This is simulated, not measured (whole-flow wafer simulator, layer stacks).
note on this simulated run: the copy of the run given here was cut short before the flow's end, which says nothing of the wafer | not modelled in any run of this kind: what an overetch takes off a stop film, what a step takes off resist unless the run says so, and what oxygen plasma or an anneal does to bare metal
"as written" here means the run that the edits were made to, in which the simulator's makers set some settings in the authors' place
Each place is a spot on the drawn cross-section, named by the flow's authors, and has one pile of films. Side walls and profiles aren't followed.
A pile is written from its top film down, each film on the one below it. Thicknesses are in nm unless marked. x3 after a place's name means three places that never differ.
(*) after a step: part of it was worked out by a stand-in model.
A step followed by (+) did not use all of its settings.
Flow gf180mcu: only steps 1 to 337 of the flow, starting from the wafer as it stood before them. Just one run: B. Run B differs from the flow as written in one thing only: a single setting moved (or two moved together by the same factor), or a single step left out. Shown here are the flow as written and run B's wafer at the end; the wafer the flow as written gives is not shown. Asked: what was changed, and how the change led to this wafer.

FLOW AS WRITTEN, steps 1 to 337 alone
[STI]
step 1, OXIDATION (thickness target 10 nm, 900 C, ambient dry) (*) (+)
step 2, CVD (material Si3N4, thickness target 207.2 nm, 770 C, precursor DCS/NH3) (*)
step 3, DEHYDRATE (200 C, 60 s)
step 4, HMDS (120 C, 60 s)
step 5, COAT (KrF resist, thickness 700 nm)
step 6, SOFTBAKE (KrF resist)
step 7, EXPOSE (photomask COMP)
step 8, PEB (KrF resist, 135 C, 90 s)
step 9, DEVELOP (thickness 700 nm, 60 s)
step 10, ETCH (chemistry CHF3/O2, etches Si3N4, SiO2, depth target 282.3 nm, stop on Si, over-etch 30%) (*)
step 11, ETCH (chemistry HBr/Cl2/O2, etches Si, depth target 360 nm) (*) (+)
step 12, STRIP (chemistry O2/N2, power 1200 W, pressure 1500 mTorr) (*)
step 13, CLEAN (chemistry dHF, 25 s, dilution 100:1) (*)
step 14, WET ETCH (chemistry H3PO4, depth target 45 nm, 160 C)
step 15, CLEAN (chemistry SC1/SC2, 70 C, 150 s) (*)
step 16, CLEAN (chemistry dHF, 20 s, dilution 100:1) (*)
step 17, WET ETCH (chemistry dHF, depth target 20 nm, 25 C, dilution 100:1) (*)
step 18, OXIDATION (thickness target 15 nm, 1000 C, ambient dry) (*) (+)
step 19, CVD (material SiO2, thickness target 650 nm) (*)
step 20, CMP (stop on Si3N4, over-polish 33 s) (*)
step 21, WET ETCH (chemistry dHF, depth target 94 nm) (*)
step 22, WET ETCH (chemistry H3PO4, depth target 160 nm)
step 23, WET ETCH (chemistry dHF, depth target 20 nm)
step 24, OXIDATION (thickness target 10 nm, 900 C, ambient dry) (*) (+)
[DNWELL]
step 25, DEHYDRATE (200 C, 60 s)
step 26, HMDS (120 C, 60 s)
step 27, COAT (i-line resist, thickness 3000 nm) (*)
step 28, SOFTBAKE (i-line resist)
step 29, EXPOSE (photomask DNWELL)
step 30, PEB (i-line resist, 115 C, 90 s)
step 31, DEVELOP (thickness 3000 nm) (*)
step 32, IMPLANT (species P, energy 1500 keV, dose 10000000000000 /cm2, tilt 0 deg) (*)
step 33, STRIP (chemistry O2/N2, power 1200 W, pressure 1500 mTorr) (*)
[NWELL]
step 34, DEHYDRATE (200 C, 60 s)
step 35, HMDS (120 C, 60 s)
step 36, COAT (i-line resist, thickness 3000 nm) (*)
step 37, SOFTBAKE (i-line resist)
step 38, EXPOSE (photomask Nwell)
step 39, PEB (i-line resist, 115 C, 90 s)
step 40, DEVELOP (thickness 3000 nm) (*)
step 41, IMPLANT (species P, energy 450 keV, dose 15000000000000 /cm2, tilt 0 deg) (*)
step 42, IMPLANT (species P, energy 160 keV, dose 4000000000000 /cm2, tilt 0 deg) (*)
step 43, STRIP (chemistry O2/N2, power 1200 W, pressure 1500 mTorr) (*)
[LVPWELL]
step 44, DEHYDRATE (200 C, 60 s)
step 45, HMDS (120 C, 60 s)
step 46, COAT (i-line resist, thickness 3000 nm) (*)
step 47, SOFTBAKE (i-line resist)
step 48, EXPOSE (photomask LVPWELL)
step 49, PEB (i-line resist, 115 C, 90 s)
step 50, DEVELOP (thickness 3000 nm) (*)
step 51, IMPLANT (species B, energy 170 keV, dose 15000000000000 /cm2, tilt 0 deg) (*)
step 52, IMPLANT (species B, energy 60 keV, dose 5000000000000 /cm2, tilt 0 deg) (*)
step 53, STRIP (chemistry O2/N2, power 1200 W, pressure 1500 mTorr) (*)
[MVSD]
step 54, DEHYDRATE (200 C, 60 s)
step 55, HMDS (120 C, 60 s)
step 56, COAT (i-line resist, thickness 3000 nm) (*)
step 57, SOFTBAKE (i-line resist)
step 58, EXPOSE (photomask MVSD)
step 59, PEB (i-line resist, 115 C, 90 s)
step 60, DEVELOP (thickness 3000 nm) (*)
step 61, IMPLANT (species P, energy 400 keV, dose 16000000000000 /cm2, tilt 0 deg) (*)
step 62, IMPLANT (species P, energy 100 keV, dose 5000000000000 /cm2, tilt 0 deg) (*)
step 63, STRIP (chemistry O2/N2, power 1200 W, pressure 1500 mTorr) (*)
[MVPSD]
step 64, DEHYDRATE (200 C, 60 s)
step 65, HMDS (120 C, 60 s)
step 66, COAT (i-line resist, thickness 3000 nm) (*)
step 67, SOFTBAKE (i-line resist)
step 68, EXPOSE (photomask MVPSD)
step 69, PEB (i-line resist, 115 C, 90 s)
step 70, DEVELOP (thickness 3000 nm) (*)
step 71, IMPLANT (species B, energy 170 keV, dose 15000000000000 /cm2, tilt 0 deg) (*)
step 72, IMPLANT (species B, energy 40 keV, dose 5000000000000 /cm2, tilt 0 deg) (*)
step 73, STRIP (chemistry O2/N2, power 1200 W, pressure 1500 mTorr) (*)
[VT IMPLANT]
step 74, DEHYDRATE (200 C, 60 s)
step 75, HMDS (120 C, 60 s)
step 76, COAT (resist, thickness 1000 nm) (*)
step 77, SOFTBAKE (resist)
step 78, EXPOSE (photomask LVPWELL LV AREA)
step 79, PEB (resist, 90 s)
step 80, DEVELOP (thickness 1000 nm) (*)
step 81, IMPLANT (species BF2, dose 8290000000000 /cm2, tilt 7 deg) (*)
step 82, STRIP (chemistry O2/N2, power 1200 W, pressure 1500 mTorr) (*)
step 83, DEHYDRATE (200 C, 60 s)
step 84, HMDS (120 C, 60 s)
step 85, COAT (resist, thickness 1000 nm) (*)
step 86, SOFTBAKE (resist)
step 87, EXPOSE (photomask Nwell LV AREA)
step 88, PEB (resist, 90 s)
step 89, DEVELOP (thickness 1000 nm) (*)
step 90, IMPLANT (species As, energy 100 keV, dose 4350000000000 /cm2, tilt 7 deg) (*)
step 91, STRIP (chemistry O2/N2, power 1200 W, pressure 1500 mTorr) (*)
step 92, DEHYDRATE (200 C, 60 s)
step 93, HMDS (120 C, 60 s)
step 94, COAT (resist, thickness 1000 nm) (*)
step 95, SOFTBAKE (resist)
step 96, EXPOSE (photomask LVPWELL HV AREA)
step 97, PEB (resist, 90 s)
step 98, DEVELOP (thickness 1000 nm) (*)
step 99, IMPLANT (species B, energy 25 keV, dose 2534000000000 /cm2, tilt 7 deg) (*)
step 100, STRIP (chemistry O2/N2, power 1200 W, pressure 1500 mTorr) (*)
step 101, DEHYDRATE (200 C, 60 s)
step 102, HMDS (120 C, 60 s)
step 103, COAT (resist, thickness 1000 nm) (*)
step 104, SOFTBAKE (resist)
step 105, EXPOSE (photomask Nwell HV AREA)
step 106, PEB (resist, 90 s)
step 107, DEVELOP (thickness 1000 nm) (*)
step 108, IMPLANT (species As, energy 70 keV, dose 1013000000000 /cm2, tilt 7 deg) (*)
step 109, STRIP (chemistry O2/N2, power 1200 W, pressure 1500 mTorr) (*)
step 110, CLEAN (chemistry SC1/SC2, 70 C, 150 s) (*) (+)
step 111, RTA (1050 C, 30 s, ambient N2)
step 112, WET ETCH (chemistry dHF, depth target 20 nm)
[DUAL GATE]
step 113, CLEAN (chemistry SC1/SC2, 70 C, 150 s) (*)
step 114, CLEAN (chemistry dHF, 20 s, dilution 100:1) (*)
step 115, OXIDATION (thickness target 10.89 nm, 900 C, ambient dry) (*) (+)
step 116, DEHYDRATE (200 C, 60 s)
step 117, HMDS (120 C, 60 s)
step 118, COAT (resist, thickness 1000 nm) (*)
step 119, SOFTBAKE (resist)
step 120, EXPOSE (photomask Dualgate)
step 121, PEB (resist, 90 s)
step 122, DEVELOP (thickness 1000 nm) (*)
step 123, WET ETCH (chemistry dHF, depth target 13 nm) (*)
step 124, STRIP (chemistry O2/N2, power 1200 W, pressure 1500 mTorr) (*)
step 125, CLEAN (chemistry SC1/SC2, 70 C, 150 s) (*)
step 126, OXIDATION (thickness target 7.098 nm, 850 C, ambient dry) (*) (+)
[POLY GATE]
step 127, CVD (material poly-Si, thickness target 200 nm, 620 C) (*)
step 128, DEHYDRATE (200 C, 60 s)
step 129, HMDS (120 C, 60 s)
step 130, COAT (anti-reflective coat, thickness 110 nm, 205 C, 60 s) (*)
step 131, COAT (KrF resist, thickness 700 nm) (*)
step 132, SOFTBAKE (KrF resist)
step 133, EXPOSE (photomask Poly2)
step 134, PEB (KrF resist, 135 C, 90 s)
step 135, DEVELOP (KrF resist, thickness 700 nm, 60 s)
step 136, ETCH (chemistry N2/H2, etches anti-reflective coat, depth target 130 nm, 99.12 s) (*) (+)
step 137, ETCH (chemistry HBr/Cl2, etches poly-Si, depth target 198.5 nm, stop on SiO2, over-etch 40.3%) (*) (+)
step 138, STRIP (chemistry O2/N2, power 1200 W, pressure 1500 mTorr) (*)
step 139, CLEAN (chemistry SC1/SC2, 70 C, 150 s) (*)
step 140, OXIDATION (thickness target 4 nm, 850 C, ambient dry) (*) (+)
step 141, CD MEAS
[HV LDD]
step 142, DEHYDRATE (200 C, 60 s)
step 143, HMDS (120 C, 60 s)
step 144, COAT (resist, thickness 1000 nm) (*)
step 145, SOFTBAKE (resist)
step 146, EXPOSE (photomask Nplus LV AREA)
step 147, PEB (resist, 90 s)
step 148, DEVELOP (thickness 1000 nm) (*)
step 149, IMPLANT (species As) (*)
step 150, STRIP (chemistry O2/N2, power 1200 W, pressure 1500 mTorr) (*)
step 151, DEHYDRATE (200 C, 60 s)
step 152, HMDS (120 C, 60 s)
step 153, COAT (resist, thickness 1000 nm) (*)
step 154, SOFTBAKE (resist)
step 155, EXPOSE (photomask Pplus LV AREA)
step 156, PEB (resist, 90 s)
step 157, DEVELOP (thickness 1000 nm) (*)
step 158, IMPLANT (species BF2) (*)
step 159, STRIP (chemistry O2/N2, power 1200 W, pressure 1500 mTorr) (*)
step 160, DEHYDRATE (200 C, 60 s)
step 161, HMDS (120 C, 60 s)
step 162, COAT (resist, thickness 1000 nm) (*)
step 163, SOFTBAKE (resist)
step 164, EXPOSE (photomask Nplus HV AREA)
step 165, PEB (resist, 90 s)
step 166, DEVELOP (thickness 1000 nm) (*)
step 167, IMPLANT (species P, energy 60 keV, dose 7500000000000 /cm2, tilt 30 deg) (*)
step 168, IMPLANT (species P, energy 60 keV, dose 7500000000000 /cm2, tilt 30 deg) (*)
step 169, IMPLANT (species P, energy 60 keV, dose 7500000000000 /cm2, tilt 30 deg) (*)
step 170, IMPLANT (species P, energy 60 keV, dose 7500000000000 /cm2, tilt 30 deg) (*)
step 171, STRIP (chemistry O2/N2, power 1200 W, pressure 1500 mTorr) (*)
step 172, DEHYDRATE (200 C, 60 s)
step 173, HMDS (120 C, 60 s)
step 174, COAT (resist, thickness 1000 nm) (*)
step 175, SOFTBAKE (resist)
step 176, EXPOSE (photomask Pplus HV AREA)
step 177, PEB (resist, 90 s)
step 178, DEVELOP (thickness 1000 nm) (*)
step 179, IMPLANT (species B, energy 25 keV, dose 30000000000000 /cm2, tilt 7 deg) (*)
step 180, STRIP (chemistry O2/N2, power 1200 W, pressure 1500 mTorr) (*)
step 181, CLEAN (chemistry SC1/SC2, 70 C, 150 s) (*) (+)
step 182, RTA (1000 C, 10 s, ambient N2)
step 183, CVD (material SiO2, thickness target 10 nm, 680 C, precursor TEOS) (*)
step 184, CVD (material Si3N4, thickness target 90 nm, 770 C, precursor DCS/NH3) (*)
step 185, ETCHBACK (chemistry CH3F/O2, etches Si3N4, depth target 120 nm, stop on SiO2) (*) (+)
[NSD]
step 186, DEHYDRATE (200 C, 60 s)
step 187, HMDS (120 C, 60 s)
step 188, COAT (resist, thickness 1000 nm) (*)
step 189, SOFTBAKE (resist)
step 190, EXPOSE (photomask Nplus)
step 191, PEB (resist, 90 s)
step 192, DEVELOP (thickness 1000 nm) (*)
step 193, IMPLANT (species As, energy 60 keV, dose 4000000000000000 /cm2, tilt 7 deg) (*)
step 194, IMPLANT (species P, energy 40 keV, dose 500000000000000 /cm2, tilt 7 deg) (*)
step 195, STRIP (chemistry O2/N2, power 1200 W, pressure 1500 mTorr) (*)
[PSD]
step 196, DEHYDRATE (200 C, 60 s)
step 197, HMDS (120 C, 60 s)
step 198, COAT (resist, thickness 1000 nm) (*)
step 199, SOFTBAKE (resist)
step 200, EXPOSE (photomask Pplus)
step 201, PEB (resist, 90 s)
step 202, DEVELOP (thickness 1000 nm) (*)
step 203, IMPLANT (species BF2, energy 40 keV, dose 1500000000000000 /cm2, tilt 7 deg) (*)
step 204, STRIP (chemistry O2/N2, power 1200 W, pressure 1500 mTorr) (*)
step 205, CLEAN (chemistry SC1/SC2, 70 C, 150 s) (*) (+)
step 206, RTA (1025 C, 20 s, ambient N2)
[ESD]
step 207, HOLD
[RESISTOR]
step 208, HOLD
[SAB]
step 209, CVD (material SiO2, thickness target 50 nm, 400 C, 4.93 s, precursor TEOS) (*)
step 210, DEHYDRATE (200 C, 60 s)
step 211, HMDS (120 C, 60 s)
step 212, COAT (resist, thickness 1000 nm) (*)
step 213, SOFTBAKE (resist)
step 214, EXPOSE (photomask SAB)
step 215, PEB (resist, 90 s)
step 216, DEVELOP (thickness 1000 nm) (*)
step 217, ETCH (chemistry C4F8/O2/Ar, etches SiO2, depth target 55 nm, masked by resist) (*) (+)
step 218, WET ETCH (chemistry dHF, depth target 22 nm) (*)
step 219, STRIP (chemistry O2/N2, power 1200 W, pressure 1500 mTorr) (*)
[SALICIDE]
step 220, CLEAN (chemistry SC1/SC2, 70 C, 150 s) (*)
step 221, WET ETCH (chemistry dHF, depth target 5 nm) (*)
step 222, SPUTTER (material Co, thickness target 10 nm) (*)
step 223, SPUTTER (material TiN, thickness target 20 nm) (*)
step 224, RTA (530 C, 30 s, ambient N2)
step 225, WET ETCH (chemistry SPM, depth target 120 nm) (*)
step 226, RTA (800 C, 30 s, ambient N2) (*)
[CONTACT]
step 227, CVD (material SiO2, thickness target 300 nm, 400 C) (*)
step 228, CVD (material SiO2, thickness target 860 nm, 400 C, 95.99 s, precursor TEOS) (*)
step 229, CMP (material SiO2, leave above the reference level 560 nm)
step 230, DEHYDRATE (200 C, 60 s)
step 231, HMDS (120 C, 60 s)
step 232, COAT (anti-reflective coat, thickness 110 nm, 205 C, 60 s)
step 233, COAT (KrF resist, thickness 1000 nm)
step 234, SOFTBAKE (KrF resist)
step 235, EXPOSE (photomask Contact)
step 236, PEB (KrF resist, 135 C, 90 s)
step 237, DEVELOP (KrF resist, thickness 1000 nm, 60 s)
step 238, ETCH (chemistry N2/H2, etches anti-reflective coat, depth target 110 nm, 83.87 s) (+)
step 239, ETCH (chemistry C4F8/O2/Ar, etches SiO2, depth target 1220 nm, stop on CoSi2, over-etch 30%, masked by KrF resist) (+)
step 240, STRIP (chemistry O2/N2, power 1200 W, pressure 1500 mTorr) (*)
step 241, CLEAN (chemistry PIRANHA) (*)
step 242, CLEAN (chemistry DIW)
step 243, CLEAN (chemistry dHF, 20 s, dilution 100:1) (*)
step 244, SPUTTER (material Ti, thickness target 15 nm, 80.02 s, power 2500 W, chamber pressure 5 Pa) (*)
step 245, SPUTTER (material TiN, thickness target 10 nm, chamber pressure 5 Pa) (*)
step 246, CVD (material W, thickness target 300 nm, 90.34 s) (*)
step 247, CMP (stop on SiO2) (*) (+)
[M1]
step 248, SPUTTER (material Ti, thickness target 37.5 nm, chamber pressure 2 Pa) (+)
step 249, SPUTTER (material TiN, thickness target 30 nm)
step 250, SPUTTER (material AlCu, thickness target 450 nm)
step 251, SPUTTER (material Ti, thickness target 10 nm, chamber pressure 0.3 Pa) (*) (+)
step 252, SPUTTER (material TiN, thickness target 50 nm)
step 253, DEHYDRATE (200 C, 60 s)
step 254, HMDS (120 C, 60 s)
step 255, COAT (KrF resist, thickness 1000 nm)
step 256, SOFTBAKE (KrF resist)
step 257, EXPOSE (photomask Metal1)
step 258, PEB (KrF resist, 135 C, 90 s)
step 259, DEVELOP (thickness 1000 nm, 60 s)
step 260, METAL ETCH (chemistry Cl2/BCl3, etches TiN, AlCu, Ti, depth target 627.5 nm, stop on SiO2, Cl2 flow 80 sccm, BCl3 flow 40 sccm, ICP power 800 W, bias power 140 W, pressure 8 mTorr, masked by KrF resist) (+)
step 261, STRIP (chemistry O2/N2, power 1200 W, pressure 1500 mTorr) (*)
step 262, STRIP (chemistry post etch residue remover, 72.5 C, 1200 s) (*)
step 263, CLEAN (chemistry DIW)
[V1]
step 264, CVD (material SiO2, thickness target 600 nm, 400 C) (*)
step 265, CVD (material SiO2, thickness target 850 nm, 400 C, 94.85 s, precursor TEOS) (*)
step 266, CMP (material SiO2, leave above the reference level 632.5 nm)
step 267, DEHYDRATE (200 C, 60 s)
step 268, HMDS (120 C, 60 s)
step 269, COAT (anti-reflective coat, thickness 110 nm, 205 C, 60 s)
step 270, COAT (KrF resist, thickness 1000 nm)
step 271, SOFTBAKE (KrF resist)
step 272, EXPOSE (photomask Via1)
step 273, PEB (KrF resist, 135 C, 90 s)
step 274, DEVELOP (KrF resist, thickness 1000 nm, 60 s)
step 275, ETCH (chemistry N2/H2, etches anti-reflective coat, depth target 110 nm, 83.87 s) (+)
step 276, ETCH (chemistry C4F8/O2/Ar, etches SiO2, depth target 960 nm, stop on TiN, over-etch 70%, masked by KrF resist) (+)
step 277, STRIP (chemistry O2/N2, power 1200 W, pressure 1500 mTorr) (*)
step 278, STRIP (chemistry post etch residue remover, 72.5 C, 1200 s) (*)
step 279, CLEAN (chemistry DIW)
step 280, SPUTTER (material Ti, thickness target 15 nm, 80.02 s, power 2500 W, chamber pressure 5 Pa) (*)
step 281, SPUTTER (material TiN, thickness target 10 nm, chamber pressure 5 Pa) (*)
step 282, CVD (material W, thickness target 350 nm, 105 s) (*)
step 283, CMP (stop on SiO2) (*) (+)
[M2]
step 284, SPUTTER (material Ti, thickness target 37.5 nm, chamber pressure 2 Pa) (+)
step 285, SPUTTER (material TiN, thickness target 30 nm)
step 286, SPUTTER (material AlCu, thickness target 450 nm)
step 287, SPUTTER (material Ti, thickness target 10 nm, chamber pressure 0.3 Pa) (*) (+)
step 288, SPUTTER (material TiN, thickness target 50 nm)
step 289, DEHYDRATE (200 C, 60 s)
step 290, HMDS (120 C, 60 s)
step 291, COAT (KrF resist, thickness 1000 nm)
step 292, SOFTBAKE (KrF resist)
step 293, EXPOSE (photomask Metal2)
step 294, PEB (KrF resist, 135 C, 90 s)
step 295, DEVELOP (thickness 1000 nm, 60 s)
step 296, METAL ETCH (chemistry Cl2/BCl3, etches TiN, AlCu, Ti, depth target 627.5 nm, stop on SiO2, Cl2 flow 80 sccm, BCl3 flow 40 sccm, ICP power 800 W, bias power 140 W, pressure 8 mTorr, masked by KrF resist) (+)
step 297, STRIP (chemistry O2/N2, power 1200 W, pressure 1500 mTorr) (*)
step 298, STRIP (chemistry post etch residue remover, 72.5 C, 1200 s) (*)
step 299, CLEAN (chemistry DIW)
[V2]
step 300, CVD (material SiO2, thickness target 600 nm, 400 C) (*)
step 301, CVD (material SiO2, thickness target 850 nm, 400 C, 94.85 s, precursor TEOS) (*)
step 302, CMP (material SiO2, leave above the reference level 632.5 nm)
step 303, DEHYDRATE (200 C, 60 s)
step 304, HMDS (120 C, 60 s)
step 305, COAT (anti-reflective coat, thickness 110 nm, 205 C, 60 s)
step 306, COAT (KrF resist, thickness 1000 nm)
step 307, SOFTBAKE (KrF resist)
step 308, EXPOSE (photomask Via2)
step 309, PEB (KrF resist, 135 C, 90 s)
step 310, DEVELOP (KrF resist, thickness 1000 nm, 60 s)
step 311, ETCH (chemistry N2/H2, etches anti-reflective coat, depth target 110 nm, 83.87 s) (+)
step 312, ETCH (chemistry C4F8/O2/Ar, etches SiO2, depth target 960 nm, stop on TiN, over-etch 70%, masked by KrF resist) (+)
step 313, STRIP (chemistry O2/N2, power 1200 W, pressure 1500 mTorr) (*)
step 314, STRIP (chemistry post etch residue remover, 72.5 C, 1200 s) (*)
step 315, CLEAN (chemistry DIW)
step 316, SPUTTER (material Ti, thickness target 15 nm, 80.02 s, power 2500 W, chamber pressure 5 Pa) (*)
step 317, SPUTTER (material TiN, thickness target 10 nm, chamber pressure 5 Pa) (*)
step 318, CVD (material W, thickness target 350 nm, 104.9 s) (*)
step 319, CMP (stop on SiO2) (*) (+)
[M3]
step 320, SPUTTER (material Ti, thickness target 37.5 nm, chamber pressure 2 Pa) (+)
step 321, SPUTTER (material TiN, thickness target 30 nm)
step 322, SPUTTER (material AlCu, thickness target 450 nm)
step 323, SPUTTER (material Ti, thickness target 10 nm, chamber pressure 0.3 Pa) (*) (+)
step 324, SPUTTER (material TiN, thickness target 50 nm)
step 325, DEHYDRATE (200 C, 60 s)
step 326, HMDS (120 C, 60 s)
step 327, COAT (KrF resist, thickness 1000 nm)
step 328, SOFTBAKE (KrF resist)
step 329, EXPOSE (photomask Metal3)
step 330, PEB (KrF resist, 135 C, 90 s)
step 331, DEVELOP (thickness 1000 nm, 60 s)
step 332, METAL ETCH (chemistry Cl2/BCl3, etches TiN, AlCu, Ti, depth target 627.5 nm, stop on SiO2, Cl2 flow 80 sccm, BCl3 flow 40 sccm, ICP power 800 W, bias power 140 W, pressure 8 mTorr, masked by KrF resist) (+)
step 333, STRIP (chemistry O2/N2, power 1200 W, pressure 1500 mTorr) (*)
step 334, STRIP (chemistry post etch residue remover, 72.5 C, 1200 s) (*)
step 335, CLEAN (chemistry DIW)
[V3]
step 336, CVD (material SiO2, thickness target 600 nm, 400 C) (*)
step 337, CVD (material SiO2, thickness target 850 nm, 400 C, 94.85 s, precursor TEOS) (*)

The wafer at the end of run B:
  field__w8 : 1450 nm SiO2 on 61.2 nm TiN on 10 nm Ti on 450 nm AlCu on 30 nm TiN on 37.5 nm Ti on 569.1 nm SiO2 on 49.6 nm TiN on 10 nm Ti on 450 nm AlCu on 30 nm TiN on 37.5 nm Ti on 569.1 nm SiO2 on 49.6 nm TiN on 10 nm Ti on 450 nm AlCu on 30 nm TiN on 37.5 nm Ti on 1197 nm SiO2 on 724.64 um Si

Cause: step 324, SPUTTER: thickness target 61.6 nm was run, though the flow has thickness target 50 nm.

The path from the change to this, step by step:
  step 324, SPUTTER (material TiN, thickness target 50 nm)
      field, field__w1, field__w2 and 108 more: +61.6 TiN (new film) (in the flow as written it would be: +50 TiN (new film))
  step 332, METAL ETCH (chemistry Cl2/BCl3, etches TiN, AlCu, Ti, depth target 627.5 nm, stop on SiO2, Cl2 flow 80 sccm, BCl3 flow 40 sccm, ICP power 800 W, bias power 140 W, pressure 8 mTorr, masked by KrF resist) (+)
      field, field__w1, field__w2 and 103 more: -61.6 TiN (all of it), -10 Ti (all of it), -450 AlCu (all of it), -30 TiN (all of it), -37.5 Ti (all of it) (in the flow as written it would be: -50 TiN (all of it), -10 Ti (all of it), -450 AlCu (all of it), -30 TiN (all of it), -37.5 Ti (all of it))
